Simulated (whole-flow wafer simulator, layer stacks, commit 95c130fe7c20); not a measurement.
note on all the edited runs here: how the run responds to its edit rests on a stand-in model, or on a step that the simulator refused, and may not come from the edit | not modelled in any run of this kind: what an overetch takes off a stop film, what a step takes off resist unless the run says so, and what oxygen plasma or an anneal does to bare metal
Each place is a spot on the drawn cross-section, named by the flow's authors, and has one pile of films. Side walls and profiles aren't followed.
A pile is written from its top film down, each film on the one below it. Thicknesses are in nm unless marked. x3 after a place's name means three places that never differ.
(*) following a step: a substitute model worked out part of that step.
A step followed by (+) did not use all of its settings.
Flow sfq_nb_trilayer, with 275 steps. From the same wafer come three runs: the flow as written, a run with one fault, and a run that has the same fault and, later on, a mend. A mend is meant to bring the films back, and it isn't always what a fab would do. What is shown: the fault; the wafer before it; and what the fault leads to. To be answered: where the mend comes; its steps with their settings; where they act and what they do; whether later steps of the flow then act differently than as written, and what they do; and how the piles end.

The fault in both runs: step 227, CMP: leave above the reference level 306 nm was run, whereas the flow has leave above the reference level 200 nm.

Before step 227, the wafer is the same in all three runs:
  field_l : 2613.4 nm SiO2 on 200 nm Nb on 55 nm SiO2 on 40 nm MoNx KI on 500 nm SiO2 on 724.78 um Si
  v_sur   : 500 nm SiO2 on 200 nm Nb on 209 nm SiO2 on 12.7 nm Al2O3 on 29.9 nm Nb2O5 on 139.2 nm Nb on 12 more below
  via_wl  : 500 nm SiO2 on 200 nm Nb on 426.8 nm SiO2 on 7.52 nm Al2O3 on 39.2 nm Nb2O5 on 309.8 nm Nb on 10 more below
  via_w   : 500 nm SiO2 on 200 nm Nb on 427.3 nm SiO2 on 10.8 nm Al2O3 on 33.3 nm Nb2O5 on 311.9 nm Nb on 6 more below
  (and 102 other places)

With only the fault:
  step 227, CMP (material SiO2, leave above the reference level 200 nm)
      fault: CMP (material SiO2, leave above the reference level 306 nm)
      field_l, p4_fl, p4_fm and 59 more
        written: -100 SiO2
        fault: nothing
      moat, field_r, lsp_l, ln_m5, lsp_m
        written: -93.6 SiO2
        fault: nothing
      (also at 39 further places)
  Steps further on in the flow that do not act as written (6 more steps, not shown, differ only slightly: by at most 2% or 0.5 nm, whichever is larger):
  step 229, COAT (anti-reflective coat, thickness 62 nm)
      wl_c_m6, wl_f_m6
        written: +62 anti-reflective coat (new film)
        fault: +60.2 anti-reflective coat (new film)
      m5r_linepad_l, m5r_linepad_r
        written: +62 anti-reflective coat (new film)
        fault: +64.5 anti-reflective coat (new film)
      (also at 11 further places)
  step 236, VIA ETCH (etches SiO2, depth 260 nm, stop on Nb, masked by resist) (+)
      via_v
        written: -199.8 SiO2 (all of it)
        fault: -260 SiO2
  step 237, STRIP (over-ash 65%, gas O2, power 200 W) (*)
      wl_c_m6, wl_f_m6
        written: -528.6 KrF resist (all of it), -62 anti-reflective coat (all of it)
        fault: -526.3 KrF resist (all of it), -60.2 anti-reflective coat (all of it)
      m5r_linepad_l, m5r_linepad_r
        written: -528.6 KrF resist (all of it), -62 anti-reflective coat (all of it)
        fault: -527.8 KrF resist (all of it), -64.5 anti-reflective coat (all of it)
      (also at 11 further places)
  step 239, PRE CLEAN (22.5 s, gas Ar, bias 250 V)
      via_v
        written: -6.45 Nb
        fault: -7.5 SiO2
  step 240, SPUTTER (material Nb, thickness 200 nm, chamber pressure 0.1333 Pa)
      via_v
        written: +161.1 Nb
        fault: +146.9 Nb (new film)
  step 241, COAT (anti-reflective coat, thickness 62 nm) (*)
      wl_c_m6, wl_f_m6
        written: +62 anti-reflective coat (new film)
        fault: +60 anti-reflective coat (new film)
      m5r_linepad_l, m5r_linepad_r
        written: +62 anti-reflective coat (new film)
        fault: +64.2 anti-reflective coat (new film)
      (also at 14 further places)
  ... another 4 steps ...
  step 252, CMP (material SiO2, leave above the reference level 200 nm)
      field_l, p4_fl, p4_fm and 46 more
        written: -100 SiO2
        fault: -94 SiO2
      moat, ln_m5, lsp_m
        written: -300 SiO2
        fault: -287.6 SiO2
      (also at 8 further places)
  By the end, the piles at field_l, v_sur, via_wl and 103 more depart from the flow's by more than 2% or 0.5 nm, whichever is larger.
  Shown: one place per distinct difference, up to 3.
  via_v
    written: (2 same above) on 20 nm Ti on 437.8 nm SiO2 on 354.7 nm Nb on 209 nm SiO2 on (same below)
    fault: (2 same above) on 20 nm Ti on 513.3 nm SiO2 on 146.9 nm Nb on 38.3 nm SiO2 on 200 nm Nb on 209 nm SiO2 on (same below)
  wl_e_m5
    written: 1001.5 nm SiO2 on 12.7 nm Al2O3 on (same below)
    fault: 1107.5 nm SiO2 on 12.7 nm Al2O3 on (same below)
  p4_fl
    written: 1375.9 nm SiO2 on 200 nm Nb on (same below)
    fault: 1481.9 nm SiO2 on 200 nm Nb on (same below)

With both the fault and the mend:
  The mend stands after step 234.
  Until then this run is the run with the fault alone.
  step 234a, STRIP (over-ash 65%, gas O2, power 200 W) (*)
      p3_s2, p3_l3, p3_s3, p3_l4, p3_s4, p3_l5, p3_s5
        -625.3 KrF resist (all of it), -62.1 anti-reflective coat (all of it)
      p4_fr, m6r_line_l x2, m6r_space_l x2
        -625.1 KrF resist (all of it), -62 anti-reflective coat (all of it)
      p4_g1, p4_w2, p4_g2, p4_w3
        -625.2 KrF resist (all of it), -62 anti-reflective coat (all of it)
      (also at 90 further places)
  step 234b, CMP (material SiO2, leave above the reference level 200 nm) (the flow's step 227 again)
      field_l, p4_fl, p4_fm and 59 more
        -100 SiO2
      v_sur, via_wl, via_w and 33 more
        -106 SiO2
      moat, field_r, lsp_l, ln_m5, lsp_m
        -93.6 SiO2
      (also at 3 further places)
  step 234c, COAT (anti-reflective coat, thickness 62 nm) (the flow's step 229 again)
      field_l, v_sur, via_wl and 103 more
        +62 anti-reflective coat (new film)
  step 234d, COAT (KrF resist, thickness 650 nm) (the flow's step 230 again)
      field_l, v_sur, via_wl and 103 more
        +650 KrF resist (new film)
  step 234e, SOFTBAKE (KrF resist) (the flow's step 231 again)
      does not change any film at any place that is followed
  step 234f, EXPOSE (photomask I6, dose 11.91 mJ/cm2, NA 0.6, wavelength 248 nm) (*) (the flow's step 232 again)
      does not change any film at any place that is followed
  step 234g, PEB (KrF resist, 90 s) (the flow's step 233 again)
      field_l, v_sur, via_wl and 103 more
        -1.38 KrF resist
  step 234h, DEVELOP (KrF resist, thickness 650 nm, 60 s) (the flow's step 234 again)
      field_l, v_sur, via_wl and 102 more
        -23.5 KrF resist
      via_v
        -648.6 KrF resist (all of it)
  None of the later steps of the flow acts differently than as written at any place that is followed.
  The piles end the same as the flow's at every place that both follow.
